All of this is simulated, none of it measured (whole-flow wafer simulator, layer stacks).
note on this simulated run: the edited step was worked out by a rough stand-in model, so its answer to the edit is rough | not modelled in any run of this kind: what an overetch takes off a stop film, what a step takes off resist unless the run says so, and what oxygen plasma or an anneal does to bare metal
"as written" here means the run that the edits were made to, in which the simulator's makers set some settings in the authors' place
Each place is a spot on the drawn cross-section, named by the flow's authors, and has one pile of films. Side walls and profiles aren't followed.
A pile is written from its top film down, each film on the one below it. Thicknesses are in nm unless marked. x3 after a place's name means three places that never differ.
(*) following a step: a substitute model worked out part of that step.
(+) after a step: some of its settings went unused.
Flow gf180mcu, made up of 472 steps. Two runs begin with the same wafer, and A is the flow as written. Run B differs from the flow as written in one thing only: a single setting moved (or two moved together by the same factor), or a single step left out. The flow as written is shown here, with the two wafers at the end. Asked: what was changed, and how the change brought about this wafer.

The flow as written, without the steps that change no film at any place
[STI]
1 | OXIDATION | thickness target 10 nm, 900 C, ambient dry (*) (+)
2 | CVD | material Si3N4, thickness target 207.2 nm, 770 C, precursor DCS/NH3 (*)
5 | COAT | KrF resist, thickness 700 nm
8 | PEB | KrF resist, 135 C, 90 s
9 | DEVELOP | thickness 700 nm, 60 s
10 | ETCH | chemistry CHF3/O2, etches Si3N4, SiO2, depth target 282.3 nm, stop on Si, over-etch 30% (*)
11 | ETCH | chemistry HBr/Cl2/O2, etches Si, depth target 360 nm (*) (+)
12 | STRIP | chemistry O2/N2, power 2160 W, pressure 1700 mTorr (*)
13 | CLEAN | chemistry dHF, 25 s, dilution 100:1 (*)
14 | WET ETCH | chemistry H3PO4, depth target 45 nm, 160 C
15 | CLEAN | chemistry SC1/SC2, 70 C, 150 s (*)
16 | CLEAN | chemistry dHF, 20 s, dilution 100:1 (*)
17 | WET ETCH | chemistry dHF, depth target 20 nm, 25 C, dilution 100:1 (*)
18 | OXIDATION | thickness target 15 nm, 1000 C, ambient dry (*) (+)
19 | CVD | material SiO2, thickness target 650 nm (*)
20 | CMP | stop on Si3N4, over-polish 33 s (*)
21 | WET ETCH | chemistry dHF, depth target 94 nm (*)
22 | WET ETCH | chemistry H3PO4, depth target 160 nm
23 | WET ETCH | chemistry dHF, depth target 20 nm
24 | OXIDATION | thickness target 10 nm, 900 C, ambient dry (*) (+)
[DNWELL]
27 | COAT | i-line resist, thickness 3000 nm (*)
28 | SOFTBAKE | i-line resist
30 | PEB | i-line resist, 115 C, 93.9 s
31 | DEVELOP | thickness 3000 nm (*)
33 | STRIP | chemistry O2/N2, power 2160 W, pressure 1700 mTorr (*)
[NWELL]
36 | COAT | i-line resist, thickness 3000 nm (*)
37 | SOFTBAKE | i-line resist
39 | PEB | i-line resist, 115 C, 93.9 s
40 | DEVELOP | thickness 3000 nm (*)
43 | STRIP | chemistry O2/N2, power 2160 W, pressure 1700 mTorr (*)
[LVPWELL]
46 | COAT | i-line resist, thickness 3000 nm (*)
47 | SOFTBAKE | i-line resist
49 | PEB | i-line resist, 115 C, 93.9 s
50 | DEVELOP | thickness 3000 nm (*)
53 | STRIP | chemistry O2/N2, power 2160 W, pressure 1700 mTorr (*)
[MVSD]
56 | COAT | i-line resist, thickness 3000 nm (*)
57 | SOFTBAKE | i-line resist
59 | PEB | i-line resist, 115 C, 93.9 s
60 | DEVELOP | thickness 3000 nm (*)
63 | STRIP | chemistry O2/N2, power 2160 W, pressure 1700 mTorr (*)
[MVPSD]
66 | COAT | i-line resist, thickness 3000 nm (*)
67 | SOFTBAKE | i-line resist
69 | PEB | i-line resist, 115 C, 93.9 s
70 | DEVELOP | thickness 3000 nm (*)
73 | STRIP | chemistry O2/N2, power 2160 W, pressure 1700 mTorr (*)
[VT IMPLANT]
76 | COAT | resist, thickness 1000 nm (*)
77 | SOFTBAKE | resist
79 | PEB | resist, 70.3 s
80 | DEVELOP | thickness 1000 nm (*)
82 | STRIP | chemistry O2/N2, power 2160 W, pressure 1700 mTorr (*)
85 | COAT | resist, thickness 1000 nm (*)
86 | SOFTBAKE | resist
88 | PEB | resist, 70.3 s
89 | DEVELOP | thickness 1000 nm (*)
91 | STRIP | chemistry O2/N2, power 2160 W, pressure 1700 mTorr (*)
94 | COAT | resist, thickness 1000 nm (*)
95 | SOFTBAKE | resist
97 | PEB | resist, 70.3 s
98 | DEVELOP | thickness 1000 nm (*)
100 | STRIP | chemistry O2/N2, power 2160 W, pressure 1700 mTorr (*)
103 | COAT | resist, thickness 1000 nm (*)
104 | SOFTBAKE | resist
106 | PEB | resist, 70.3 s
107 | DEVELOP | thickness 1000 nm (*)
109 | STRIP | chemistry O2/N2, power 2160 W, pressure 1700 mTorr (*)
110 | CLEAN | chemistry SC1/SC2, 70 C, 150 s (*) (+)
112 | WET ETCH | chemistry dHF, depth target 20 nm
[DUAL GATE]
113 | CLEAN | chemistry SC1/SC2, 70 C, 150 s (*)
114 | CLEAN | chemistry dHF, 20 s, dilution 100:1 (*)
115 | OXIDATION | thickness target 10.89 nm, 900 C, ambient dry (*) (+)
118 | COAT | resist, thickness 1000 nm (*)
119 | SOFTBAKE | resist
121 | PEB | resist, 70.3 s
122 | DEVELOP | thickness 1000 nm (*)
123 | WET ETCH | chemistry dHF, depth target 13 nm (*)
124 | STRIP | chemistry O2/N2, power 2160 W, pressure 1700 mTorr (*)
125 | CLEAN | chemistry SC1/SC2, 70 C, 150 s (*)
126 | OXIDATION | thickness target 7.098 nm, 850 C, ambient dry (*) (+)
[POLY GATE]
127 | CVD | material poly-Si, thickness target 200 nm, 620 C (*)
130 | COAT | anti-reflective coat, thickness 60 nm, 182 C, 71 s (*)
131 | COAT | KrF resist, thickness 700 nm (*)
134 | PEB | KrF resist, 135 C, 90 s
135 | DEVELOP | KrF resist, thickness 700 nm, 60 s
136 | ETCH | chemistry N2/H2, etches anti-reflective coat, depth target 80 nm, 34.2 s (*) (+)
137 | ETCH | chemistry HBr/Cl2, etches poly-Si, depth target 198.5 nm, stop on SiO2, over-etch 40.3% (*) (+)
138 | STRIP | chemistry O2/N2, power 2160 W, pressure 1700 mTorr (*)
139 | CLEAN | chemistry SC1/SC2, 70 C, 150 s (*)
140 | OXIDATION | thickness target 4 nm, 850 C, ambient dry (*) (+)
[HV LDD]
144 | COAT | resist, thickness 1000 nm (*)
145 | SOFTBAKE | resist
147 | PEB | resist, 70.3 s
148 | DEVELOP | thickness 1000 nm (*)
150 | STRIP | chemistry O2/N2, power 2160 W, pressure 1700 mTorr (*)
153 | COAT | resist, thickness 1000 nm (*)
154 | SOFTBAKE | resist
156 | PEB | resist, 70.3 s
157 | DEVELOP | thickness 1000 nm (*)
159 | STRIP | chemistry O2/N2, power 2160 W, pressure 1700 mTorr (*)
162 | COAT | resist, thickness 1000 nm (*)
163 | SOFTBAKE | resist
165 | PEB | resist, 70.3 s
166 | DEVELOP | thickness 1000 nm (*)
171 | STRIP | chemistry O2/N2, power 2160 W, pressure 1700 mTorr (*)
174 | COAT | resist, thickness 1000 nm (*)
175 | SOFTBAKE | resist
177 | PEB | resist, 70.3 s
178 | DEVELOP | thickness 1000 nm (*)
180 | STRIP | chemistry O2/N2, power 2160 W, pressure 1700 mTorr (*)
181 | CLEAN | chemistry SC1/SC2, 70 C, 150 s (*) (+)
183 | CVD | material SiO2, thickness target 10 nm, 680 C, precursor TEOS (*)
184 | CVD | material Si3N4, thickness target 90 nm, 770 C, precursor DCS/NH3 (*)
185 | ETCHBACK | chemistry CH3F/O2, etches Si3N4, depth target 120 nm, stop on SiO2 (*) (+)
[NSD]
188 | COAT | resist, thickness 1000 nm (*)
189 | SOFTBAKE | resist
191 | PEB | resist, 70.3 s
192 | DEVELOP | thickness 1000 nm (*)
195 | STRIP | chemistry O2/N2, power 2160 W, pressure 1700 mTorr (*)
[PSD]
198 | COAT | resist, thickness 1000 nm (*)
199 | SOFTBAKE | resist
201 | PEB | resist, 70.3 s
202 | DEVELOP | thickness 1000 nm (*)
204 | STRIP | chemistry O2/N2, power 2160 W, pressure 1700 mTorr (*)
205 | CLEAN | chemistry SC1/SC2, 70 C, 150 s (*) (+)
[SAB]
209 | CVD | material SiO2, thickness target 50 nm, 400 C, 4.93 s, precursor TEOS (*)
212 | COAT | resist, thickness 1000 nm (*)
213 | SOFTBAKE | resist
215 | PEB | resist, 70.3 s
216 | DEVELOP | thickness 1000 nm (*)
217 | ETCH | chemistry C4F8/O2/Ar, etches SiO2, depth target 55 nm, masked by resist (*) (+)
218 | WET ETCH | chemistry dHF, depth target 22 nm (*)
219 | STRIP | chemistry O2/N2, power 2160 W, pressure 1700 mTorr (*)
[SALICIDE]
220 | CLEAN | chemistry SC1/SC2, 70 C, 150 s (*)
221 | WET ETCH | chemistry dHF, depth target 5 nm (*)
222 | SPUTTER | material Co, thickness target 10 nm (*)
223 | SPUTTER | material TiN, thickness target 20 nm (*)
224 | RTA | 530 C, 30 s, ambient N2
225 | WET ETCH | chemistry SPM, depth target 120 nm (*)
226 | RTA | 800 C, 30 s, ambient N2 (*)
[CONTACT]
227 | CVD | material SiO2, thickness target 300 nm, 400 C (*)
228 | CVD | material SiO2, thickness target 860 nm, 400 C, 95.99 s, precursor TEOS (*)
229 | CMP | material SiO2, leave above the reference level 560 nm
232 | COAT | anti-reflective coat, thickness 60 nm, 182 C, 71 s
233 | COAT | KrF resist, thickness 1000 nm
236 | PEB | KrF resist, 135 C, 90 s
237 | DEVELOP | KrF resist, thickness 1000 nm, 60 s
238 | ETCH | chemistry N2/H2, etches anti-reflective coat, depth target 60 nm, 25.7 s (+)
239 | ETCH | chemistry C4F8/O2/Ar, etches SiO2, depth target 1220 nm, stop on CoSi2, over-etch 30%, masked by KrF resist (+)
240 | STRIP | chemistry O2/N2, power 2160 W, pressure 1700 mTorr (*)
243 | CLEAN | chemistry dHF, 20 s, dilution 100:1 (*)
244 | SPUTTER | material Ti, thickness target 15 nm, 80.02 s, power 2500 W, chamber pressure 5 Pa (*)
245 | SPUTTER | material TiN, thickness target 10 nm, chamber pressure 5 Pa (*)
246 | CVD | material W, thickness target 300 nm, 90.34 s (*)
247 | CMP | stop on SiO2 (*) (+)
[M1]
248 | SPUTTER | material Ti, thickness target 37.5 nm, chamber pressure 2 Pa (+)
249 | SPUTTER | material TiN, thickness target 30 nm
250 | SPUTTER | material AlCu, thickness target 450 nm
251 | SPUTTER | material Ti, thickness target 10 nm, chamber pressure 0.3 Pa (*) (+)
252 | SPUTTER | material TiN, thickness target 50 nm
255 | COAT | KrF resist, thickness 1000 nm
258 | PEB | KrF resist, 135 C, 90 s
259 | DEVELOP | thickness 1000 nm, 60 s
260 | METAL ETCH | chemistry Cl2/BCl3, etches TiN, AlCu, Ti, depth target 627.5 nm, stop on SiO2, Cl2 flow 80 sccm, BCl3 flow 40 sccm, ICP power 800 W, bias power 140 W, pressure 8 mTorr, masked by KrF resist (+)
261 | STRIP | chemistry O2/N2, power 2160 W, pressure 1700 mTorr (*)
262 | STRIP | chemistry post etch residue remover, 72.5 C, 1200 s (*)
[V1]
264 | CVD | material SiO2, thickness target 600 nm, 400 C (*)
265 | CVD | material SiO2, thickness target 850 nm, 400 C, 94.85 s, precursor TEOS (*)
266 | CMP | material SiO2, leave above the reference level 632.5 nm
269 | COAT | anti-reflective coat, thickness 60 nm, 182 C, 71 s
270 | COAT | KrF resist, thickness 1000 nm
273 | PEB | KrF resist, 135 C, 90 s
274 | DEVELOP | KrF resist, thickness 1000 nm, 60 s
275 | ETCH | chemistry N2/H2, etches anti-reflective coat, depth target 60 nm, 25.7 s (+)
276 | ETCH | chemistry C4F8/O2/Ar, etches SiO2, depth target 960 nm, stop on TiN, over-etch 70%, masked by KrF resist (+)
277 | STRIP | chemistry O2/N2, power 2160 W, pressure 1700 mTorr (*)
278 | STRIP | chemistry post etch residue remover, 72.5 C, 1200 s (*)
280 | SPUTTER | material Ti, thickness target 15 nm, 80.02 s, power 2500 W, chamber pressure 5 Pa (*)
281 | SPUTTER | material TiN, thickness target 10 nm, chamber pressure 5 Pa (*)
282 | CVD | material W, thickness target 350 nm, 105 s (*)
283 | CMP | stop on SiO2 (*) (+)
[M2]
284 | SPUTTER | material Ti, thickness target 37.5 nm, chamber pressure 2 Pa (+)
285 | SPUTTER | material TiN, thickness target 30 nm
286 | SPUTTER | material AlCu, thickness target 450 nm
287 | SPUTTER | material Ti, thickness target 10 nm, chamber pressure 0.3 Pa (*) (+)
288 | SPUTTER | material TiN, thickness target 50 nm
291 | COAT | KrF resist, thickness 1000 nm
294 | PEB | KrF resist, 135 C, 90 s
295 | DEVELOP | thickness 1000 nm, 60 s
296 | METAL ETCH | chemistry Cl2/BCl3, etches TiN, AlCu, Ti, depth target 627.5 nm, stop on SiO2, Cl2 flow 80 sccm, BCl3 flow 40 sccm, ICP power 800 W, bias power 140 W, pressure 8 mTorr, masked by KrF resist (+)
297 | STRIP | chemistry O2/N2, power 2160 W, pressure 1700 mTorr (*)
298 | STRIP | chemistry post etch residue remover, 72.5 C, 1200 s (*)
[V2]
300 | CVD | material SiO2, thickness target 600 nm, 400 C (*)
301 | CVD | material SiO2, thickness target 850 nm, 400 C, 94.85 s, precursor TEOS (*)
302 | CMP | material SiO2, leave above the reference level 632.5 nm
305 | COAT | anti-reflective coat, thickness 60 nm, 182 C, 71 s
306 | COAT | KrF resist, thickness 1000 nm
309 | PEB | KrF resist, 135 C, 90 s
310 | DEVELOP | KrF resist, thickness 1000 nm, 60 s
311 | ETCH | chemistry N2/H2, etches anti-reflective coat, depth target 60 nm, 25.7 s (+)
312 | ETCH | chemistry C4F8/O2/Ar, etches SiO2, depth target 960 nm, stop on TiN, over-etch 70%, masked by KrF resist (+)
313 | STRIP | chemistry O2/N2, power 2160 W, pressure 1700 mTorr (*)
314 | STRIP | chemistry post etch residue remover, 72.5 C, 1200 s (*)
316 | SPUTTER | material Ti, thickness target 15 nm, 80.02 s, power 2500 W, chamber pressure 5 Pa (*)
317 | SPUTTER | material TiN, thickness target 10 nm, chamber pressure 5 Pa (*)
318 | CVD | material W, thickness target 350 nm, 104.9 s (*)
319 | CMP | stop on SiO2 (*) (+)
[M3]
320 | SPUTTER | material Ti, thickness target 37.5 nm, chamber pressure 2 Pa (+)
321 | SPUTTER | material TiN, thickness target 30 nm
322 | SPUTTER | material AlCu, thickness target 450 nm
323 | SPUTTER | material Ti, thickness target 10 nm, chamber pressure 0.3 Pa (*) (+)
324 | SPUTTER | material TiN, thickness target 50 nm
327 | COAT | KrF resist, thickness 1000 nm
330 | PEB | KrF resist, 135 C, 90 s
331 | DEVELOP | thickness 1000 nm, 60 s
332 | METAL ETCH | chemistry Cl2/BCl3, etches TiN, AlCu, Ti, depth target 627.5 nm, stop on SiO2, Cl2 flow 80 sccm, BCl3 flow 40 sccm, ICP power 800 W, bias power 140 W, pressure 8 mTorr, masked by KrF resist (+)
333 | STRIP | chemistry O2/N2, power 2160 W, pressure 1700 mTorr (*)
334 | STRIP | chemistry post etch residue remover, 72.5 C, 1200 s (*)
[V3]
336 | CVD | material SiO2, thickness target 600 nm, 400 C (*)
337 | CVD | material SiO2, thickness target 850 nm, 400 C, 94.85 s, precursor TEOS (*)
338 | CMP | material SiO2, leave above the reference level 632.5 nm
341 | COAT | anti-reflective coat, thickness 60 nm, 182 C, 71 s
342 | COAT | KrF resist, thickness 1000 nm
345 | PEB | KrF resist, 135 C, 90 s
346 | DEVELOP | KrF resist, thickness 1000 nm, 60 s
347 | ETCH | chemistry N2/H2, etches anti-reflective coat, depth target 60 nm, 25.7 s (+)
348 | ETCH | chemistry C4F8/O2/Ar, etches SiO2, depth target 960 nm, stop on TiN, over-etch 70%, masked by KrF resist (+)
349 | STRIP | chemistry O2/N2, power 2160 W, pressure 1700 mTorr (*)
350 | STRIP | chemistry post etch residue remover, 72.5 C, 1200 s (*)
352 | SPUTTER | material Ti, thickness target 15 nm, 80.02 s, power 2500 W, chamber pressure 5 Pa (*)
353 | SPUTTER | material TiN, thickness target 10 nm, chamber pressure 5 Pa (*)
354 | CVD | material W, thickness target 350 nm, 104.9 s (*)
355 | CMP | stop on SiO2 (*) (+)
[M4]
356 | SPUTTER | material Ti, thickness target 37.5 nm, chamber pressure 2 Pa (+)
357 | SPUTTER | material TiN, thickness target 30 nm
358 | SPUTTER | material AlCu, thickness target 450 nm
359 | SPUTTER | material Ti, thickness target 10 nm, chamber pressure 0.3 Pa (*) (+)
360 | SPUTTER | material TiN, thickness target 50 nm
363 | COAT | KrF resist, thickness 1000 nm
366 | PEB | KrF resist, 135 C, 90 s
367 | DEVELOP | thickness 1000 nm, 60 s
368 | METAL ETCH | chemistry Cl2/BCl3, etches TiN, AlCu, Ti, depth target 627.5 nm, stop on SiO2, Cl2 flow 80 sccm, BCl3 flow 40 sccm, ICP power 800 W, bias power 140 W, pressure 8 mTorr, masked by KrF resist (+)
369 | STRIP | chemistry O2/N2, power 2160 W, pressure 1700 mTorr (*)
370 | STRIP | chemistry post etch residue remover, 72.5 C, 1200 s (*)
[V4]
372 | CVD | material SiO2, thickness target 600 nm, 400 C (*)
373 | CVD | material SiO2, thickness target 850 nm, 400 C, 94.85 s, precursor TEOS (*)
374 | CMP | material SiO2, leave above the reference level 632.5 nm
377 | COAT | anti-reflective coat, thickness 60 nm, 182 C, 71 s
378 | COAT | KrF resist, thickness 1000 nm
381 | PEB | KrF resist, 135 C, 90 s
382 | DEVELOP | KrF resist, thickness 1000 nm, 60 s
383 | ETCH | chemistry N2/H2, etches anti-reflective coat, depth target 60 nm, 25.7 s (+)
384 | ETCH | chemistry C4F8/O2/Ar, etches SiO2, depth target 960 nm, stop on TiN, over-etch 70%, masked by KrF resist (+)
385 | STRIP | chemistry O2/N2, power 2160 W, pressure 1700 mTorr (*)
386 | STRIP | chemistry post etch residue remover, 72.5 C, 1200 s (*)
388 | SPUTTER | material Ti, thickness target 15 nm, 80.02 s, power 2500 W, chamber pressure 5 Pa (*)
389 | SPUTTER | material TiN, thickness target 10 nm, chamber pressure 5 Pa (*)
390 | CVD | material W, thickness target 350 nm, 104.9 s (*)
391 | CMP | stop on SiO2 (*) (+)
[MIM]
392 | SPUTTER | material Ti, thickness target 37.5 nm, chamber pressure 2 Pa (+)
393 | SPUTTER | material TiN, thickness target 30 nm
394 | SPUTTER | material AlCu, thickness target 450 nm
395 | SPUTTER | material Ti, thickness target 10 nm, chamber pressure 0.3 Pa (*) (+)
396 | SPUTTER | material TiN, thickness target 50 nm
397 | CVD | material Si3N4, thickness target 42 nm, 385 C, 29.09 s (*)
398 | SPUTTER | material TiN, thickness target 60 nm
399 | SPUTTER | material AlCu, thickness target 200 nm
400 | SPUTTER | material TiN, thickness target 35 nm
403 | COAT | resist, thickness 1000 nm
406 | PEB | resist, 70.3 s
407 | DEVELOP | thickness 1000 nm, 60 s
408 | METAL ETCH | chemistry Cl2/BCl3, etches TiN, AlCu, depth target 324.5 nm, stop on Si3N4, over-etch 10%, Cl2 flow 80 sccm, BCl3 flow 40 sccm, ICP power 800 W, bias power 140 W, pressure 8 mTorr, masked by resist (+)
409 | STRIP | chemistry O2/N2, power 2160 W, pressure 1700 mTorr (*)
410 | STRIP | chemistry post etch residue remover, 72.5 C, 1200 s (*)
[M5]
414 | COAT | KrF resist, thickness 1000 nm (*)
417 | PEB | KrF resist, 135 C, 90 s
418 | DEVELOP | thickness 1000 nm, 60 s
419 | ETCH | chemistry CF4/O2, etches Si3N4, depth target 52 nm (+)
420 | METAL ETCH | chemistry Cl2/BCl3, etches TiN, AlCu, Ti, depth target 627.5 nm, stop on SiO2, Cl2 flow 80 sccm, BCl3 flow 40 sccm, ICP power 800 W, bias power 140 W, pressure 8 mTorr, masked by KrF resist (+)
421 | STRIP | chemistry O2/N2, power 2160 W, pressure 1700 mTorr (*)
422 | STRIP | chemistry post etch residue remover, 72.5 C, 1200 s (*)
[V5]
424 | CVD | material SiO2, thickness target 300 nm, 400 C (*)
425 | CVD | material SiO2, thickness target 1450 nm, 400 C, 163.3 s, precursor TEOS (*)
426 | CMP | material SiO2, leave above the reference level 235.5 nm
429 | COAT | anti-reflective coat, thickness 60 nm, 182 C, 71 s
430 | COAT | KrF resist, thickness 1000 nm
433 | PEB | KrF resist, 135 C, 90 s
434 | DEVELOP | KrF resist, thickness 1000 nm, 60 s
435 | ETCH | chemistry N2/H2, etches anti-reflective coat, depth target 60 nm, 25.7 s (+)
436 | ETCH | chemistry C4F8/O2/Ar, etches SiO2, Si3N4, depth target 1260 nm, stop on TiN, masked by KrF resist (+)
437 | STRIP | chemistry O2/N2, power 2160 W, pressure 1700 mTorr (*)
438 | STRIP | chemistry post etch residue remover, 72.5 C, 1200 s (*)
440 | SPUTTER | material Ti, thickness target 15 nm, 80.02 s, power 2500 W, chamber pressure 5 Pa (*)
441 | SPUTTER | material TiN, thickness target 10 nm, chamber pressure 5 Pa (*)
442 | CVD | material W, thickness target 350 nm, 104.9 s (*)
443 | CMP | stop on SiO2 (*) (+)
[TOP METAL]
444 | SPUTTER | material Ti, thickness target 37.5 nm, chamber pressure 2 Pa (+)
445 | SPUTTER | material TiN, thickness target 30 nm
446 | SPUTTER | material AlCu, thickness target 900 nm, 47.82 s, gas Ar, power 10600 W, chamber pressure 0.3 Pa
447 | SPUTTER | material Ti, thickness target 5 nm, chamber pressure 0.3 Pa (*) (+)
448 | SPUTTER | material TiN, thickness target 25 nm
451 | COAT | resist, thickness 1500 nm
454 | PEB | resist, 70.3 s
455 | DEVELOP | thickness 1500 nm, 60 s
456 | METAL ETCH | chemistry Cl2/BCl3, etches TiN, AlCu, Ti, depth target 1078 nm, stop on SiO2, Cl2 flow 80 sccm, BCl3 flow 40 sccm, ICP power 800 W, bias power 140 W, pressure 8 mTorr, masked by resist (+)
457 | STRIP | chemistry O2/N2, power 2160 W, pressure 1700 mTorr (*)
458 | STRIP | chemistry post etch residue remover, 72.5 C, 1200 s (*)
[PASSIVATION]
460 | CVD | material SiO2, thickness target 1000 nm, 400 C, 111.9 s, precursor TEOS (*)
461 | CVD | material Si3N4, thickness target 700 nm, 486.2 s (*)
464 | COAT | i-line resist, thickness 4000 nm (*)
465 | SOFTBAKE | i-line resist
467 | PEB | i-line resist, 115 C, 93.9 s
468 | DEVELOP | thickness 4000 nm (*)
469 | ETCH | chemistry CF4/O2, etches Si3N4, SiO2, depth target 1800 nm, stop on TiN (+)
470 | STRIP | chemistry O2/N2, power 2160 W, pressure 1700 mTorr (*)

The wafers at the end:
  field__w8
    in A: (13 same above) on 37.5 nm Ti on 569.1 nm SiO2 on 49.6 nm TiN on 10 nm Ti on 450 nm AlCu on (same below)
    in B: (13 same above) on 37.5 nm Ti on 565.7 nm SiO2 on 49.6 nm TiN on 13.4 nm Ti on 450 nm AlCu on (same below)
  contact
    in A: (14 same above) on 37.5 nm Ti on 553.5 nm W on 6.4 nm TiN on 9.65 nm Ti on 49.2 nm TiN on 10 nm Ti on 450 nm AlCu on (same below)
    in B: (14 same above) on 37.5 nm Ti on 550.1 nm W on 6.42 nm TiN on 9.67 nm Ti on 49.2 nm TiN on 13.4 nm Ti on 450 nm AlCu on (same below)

The reason: step 359, SPUTTER: thickness target 13.4 nm was run, whereas the flow has thickness target 10 nm.
The wafer lets one read it off: field__w8 has Ti 13.4, and step 359 as written asks for 10 nm.

How this came from the change, step by step:
  359 | SPUTTER | material Ti, thickness target 10 nm, chamber pressure 0.3 Pa (*) (+)
      field, field__w1, field__w2 and 108 more: A Ti gains 10 (new film) | B Ti gains 13.4 (new film)
  368 | METAL ETCH | chemistry Cl2/BCl3, etches TiN, AlCu, Ti, depth target 627.5 nm, stop on SiO2, Cl2 flow 80 sccm, BCl3 flow 40 sccm, ICP power 800 W, bias power 140 W, pressure 8 mTorr, masked by KrF resist (+)
      field, field__w1, field__w2 and 103 more: A TiN loses 50 (all of it), Ti loses 10 (all of it), AlCu loses 450 (all of it), TiN loses 30 (all of it), Ti loses 37.5 (all of it) | B TiN loses 50 (all of it), Ti loses 13.4 (all of it), AlCu loses 450 (all of it), TiN loses 30 (all of it), Ti loses 37.5 (all of it)
